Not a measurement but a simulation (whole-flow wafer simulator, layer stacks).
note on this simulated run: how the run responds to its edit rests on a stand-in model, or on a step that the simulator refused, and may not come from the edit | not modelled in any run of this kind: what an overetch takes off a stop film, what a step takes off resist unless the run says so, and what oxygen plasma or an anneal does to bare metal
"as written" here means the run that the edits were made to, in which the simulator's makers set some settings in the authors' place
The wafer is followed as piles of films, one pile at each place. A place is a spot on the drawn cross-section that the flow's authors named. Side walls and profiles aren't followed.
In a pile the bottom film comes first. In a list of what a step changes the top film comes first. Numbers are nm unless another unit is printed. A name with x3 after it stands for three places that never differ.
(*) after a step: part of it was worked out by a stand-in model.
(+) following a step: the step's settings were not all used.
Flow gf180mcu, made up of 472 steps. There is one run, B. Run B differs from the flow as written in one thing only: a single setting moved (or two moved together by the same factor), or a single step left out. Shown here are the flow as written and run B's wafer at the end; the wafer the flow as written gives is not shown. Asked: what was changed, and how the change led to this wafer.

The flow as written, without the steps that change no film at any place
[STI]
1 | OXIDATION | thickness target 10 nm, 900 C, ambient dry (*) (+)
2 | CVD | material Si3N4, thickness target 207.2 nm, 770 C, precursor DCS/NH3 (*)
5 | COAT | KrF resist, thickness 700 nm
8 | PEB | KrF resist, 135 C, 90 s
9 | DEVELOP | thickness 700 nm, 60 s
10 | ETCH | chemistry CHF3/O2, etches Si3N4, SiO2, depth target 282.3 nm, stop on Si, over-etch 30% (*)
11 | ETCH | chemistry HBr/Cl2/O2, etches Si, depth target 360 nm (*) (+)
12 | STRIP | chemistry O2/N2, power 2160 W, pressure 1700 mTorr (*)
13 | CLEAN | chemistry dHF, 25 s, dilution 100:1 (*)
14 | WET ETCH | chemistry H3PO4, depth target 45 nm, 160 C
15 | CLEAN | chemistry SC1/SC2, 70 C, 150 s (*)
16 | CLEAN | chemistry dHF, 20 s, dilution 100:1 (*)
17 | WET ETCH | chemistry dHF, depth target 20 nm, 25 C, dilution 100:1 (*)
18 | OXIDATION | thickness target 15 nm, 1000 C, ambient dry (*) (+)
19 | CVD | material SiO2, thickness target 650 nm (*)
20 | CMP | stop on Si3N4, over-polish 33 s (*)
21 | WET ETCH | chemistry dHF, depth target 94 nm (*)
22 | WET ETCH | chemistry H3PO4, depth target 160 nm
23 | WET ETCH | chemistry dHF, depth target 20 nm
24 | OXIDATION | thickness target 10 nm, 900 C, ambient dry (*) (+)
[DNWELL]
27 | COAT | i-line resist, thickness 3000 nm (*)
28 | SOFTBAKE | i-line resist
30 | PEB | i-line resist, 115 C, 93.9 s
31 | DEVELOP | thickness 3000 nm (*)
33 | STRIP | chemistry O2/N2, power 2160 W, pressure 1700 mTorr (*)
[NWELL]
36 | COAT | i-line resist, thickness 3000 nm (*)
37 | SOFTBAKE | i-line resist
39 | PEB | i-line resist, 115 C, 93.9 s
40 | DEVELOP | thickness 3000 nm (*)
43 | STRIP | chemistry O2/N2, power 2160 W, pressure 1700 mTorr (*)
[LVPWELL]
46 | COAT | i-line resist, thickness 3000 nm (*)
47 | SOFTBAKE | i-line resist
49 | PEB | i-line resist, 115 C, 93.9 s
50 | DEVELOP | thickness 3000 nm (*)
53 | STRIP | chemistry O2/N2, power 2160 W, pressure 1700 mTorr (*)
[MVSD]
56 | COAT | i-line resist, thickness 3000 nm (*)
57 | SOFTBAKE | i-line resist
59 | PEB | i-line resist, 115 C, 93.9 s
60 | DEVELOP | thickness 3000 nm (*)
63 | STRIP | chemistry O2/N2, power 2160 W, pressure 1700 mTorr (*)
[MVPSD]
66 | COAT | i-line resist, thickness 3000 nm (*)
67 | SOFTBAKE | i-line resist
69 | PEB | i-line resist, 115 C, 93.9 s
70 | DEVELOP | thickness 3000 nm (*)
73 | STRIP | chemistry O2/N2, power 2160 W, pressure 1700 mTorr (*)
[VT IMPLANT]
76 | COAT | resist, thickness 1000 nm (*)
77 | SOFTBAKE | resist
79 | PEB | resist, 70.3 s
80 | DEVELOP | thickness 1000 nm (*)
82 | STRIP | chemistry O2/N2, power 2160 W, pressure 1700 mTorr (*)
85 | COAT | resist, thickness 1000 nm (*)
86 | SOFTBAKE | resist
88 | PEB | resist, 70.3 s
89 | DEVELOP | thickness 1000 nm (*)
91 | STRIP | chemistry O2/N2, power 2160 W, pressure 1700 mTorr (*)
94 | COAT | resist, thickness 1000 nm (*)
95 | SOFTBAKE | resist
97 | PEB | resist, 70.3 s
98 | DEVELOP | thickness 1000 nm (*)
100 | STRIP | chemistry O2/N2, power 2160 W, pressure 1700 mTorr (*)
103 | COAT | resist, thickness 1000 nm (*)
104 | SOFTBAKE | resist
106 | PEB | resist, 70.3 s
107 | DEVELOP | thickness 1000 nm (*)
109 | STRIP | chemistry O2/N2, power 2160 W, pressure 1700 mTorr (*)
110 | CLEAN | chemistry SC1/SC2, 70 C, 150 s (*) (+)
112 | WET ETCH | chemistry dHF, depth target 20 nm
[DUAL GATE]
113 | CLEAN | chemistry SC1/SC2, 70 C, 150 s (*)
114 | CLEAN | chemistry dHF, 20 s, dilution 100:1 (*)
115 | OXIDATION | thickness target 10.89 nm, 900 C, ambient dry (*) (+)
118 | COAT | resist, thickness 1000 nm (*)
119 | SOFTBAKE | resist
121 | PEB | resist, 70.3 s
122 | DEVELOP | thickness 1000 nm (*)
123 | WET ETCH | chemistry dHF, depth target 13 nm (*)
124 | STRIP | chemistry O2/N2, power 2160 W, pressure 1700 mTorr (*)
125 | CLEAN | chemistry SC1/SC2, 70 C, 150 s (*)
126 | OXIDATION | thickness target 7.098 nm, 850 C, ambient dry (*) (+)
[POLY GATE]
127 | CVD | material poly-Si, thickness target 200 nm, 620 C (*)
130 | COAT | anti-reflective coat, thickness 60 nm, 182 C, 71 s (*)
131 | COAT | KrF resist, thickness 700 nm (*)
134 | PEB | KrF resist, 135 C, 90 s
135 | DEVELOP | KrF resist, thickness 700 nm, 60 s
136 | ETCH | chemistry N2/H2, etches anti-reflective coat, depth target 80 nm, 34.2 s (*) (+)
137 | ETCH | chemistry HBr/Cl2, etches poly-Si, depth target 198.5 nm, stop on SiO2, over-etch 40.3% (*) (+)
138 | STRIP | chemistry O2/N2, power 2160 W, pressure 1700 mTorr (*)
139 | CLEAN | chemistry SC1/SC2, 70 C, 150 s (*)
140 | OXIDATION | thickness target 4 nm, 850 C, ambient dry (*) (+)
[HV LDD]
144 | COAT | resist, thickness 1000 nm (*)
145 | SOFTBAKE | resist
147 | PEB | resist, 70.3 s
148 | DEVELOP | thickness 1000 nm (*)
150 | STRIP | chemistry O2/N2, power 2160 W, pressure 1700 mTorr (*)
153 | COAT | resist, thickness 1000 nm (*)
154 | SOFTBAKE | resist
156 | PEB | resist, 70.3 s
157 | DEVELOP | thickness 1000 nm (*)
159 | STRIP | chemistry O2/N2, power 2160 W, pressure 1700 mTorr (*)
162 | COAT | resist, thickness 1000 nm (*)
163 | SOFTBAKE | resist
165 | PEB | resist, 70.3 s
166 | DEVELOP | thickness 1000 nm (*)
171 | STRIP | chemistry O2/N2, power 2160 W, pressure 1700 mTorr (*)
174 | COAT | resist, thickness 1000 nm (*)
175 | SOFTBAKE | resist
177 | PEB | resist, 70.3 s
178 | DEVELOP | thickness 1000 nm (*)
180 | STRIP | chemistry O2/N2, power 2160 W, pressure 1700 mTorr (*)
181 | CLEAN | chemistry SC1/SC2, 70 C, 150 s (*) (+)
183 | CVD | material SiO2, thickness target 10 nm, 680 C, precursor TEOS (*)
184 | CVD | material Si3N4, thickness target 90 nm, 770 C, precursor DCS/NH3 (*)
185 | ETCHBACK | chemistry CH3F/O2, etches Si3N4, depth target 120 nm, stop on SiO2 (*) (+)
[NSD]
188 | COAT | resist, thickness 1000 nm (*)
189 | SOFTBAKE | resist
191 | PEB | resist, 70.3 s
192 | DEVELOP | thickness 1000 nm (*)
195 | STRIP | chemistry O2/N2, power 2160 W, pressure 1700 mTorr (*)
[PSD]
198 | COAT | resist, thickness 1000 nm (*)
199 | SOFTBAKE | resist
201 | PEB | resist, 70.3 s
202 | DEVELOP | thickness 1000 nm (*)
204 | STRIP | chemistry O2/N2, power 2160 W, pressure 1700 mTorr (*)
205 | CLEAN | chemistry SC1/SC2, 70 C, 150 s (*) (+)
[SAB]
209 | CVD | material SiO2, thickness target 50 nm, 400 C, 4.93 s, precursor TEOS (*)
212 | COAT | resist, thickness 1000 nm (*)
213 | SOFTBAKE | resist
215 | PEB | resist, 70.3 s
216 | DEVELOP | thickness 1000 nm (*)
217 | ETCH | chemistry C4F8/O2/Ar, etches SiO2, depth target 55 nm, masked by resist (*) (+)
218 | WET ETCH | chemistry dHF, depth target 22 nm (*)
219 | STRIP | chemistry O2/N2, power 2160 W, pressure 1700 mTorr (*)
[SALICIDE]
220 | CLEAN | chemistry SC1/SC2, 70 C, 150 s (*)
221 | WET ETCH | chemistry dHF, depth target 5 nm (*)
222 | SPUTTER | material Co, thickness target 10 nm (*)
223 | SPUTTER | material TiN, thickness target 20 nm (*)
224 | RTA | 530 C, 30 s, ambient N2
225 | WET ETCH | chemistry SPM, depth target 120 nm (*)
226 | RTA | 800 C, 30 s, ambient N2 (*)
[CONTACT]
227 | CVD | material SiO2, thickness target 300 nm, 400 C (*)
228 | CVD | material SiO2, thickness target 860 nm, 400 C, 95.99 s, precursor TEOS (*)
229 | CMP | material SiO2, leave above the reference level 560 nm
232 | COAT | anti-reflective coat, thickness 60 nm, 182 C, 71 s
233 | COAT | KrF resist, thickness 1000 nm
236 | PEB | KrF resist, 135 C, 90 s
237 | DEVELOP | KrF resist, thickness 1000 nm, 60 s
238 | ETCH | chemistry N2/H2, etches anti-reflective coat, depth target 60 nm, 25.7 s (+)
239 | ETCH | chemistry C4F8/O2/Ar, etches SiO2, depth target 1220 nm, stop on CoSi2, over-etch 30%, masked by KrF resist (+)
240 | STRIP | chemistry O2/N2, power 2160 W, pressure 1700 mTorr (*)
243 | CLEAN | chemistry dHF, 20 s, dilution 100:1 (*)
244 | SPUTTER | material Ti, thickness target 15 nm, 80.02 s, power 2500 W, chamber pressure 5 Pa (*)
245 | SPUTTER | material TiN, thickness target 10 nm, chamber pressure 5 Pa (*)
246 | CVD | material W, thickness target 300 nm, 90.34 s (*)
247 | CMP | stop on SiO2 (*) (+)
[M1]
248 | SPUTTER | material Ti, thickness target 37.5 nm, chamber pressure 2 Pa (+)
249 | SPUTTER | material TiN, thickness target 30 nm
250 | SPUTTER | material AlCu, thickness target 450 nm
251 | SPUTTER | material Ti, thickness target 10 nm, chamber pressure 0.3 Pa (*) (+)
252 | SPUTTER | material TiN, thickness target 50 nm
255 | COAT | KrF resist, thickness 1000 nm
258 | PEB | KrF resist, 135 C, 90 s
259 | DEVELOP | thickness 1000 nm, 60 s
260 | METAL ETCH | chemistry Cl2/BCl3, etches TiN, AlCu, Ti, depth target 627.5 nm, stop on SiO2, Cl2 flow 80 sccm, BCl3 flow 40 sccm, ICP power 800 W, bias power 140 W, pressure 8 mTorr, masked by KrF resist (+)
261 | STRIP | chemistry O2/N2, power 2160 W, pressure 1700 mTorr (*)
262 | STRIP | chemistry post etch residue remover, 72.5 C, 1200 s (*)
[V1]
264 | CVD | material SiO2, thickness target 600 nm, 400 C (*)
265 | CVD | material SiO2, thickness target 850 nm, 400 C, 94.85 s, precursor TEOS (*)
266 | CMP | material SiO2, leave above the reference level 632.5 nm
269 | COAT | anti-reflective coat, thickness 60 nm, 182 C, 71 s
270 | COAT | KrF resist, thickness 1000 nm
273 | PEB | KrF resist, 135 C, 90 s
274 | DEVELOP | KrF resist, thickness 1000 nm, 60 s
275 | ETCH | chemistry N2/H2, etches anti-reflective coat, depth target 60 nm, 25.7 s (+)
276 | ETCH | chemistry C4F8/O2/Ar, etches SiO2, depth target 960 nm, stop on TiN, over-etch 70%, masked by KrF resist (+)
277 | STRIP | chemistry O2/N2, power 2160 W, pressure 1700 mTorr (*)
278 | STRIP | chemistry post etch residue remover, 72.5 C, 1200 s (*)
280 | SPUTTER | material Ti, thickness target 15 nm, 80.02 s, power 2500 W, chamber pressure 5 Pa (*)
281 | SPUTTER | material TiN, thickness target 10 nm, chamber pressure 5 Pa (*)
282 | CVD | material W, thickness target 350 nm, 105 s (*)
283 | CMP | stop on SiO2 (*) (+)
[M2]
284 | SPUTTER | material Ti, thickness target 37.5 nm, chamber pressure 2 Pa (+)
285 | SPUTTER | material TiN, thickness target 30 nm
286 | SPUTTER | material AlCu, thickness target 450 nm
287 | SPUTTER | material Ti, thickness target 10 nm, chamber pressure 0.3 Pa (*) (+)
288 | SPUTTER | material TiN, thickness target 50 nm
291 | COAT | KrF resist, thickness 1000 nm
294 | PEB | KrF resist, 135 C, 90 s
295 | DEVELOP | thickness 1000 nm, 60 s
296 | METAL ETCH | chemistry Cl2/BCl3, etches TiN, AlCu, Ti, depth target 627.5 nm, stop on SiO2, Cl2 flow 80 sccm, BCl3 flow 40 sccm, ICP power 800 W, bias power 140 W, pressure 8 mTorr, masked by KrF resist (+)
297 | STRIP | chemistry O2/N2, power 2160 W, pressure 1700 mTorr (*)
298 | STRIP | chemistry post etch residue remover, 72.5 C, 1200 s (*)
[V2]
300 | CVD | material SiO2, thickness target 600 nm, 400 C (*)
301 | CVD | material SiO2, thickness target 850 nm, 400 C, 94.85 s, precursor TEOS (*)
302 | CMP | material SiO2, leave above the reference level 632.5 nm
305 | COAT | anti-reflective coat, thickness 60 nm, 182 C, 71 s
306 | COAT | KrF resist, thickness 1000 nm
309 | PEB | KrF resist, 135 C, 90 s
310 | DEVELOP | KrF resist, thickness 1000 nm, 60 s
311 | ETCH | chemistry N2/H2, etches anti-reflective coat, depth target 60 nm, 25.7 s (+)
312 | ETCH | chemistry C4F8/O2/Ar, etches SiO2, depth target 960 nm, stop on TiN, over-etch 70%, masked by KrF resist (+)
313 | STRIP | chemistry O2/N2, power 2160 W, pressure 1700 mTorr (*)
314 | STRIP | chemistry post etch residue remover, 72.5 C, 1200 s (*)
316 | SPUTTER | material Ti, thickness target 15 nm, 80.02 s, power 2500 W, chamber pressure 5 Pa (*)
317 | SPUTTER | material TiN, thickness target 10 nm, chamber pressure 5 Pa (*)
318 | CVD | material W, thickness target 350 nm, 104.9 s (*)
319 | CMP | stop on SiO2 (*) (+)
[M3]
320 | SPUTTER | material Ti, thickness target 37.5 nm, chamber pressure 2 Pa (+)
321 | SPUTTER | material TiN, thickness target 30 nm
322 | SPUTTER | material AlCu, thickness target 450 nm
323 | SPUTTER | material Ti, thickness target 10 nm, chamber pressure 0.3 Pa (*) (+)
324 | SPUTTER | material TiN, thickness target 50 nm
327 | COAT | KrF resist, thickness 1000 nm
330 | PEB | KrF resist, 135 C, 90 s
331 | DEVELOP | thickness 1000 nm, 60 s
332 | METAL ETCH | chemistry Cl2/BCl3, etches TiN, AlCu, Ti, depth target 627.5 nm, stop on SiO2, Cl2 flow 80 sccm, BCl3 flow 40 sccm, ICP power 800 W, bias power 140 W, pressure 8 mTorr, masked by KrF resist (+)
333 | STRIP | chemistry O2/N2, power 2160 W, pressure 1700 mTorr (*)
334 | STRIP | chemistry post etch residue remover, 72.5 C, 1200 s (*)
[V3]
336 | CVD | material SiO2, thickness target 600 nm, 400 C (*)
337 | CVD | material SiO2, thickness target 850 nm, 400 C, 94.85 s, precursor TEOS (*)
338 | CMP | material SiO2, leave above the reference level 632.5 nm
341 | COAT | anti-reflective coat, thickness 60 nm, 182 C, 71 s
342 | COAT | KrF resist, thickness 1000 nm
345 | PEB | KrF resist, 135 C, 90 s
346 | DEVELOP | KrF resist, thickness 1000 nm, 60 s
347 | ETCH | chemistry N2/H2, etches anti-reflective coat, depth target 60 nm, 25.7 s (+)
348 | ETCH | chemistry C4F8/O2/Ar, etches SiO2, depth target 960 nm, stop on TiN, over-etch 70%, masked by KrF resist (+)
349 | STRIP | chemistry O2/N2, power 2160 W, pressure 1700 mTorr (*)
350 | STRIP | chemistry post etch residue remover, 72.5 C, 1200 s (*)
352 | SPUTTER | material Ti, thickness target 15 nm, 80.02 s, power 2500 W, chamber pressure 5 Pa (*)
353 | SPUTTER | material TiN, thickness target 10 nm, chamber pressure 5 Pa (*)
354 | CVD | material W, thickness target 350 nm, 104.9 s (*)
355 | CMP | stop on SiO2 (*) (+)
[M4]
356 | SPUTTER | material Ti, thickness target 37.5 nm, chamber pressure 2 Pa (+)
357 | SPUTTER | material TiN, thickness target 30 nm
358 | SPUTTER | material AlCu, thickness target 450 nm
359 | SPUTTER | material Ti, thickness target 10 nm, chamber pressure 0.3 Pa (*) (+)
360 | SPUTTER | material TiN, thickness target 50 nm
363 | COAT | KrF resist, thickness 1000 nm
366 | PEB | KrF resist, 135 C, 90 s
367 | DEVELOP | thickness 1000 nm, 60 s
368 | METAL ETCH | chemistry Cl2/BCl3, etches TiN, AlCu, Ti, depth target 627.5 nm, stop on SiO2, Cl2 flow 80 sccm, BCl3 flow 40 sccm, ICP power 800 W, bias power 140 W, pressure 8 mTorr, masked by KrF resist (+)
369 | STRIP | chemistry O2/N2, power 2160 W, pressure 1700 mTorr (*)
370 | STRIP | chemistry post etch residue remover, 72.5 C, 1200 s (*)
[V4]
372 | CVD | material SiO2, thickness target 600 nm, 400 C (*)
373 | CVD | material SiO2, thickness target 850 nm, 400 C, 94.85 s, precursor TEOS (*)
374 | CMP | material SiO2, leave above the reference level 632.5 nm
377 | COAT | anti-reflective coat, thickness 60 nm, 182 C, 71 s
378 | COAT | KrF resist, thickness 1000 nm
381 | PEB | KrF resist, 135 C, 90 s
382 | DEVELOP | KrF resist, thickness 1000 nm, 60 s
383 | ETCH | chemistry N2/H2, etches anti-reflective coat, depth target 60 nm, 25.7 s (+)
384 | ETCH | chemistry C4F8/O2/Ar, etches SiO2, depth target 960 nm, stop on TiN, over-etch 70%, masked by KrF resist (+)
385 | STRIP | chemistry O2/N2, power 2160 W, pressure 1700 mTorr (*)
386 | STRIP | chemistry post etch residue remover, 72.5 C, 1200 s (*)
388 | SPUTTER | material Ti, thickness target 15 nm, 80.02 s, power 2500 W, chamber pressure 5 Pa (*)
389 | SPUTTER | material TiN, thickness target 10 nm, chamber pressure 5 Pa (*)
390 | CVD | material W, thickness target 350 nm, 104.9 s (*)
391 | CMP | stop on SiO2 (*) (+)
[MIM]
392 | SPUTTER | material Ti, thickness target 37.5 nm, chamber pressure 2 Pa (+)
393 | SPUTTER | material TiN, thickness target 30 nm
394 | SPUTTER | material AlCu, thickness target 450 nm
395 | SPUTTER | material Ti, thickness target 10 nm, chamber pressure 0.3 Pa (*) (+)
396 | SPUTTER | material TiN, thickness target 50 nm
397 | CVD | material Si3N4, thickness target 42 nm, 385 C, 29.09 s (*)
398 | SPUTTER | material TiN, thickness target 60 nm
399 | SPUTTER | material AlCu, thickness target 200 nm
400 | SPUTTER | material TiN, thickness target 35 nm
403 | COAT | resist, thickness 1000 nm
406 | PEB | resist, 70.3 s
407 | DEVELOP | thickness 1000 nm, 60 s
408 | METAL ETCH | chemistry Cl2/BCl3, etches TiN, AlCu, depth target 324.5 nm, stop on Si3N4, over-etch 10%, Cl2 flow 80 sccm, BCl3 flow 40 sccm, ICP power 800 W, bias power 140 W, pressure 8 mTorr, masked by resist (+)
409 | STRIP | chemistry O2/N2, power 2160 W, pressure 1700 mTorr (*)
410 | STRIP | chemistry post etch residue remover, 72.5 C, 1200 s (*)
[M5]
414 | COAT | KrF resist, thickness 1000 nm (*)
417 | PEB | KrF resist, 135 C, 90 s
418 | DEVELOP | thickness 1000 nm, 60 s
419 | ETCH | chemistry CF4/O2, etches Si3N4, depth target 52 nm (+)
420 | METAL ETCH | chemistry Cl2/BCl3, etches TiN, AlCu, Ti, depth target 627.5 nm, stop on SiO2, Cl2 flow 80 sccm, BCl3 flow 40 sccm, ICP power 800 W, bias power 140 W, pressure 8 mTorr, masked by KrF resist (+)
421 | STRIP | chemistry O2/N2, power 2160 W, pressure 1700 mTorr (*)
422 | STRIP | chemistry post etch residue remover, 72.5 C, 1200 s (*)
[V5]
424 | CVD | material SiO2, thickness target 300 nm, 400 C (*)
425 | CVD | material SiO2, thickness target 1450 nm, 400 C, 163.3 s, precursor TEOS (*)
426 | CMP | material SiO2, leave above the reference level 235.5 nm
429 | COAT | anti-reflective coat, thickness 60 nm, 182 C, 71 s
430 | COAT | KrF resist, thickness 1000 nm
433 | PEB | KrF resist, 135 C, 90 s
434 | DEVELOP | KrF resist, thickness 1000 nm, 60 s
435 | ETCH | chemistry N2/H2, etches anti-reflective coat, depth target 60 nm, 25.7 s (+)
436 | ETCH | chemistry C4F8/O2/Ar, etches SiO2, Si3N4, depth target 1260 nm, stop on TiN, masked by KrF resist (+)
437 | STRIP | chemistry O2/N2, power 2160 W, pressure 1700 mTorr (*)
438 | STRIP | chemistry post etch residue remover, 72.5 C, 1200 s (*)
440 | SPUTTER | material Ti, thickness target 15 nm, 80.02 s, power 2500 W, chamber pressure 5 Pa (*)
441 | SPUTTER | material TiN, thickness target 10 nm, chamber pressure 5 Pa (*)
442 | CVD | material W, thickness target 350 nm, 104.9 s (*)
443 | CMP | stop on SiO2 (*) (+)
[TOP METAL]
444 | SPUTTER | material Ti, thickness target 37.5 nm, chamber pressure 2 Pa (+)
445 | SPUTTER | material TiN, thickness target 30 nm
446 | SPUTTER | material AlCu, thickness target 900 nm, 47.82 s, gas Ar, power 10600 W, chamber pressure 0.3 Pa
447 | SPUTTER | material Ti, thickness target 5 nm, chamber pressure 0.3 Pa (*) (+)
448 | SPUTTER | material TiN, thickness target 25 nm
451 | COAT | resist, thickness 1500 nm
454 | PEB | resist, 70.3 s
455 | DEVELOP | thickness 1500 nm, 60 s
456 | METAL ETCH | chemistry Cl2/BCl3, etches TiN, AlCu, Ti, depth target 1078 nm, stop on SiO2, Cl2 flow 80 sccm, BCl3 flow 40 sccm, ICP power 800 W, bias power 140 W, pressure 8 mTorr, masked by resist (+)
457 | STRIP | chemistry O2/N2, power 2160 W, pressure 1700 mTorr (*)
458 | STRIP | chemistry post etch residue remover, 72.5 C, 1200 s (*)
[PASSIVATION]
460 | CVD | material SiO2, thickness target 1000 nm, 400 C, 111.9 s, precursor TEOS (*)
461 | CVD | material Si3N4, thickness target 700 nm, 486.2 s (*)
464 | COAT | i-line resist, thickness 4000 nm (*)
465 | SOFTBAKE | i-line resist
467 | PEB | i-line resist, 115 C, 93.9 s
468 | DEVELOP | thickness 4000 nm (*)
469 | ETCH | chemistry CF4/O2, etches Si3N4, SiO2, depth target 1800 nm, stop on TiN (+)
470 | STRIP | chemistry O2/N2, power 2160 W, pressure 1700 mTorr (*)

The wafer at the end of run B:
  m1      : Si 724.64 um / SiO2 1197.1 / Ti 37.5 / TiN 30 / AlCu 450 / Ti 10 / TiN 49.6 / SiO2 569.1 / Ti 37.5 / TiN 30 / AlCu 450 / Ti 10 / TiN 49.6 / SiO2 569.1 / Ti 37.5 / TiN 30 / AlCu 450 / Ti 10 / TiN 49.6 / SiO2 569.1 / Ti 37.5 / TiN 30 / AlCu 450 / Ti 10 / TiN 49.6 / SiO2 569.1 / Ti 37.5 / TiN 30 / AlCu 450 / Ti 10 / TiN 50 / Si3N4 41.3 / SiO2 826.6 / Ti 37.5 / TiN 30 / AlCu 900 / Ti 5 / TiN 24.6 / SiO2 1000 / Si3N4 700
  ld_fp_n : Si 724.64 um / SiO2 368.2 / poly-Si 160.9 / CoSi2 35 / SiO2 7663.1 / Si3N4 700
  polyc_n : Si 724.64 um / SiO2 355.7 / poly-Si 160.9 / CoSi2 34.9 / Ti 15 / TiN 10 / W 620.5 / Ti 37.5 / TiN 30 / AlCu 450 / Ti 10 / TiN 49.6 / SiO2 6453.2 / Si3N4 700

What caused this: step 23, WET ETCH: depth target 29.8 nm was run, whereas the flow has depth target 20 nm.

Step by step, how the change led to this:
  23 | WET ETCH | chemistry dHF, depth target 20 nm
      field, field_sub, sti and 34 more: SiO2 loses 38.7 (it would be, as written: SiO2 loses 26)
  28 | SOFTBAKE | i-line resist
      nw_enc_fld: i-line resist gains 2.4 (it would be, as written: i-line resist loses 1.36)
      ldn_fp, ldn_drn: i-line resist gains 3.31 (it would be, as written: i-line resist gains 4.83)
      (as well as at 39 more places)
  37 | SOFTBAKE | i-line resist
      nw_enc_fld: i-line resist gains 2.4 (it would be, as written: i-line resist loses 1.36)
      ldn_fp, ldn_drn: i-line resist gains 3.31 (it would be, as written: i-line resist gains 4.83)
      (as well as at 39 more places)
  47 | SOFTBAKE | i-line resist
      nw_enc_fld: i-line resist gains 2.4 (it would be, as written: i-line resist loses 1.36)
      ldn_fp, ldn_drn: i-line resist gains 3.31 (it would be, as written: i-line resist gains 4.83)
      (as well as at 39 more places)
  57 | SOFTBAKE | i-line resist
      nw_enc_fld: i-line resist gains 2.4 (it would be, as written: i-line resist loses 1.36)
      ldn_fp, ldn_drn: i-line resist gains 3.31 (it would be, as written: i-line resist gains 4.83)
      (as well as at 39 more places)
  67 | SOFTBAKE | i-line resist
      nw_enc_fld: i-line resist gains 2.4 (it would be, as written: i-line resist loses 1.36)
      ldn_fp, ldn_drn: i-line resist gains 3.31 (it would be, as written: i-line resist gains 4.83)
      (as well as at 39 more places)
  77 | SOFTBAKE | resist
      field_sub__w2: resist loses 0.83 (it would be, as written: resist loses 1.34)
      gate_p_hv: resist gains 1.09 (it would be, as written: resist gains 1.75)
      (as well as at 2 more places)
  86 | SOFTBAKE | resist
      field_sub__w2: resist loses 0.83 (it would be, as written: resist loses 1.34)
      gate_p_hv: resist gains 1.09 (it would be, as written: resist gains 1.75)
      (as well as at 2 more places)
  95 | SOFTBAKE | resist
      field_sub__w2: resist loses 0.83 (it would be, as written: resist loses 1.34)
      gate_p_hv: resist gains 1.09 (it would be, as written: resist gains 1.75)
      (as well as at 2 more places)
  104 | SOFTBAKE | resist
      field_sub__w2: resist loses 0.83 (it would be, as written: resist loses 1.34)
      gate_p_hv: resist gains 1.09 (it would be, as written: resist gains 1.75)
      (as well as at 2 more places)
  119 | SOFTBAKE | resist
      field_sub: resist loses 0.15 (it would be, as written: resist loses 0.73)
      field_sub__w2: resist loses 0.11 (it would be, as written: resist loses 0.62)
      (as well as at 3 more places)
  130 | COAT | anti-reflective coat, thickness 60 nm, 182 C, 71 s (*)
      p_well, spacer, sd_n: anti-reflective coat gains 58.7 (new film) (it would be, as written: anti-reflective coat gains 70.9 (new film))
      ldn_ch, ldp_ch: anti-reflective coat gains 62.4 (new film) (it would be, as written: anti-reflective coat gains 66.7 (new film))
      (as well as at 71 more places)
  136 | ETCH | chemistry N2/H2, etches anti-reflective coat, depth target 80 nm, 34.2 s (*) (+)
      p_well, spacer, sd_n: anti-reflective coat loses 58.7 (all of it), poly-Si loses 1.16 (it would be, as written: anti-reflective coat loses 70.9 (all of it), poly-Si loses 0.85)
      ldn_dft, ldp_dft: anti-reflective coat loses 55.4 (all of it), poly-Si loses 1.25 (it would be, as written: anti-reflective coat loses 48.7 (all of it), poly-Si loses 1.42)
      (as well as at 50 more places)
  138 | STRIP | chemistry O2/N2, power 2160 W, pressure 1700 mTorr (*)
      gate: chemical SiO2 gains 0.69 (new film), KrF resist loses 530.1 (all of it), anti-reflective coat loses 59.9 (all of it), poly-Si loses 0.3 (it would be, as written: chemical SiO2 gains 0.68 (new film), KrF resist loses 531.7 (all of it), anti-reflective coat loses 65.5 (all of it), poly-Si loses 0.3)
      gate_hv: chemical SiO2 gains 0.69 (new film), KrF resist loses 525.2 (all of it), anti-reflective coat loses 59.1 (all of it), poly-Si loses 0.3 (it would be, as written: chemical SiO2 gains 0.68 (new film), KrF resist loses 528.4 (all of it), anti-reflective coat loses 61 (all of it), poly-Si loses 0.3)
      (as well as at 19 more places)
  144 | COAT | resist, thickness 1000 nm (*)
      field__w6: resist gains 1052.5 (new film) (it would be, as written: resist gains 1022.5 (new film))
  145 | SOFTBAKE | resist
      field: resist gains 2.84 (it would be, as written: resist loses 0.3)
      nw_enc_fld_lv__w3: resist loses 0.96 (it would be, as written: resist gains 2.63)
      (as well as at 9 more places)
  ... 20 other steps ...
  229 | CMP | material SiO2, leave above the reference level 560 nm
      ldn_sep__w1, ldn_sep__w2, ldn_dft and 8 more: SiO2 loses 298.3 (it would be, as written: SiO2 loses 311)
      sti, mim_1p0, pad, dice_street, iso_nw_fld, iso_fld_sub: SiO2 loses 284.1 (it would be, as written: SiO2 loses 296.8)
      (as well as at 50 more places)
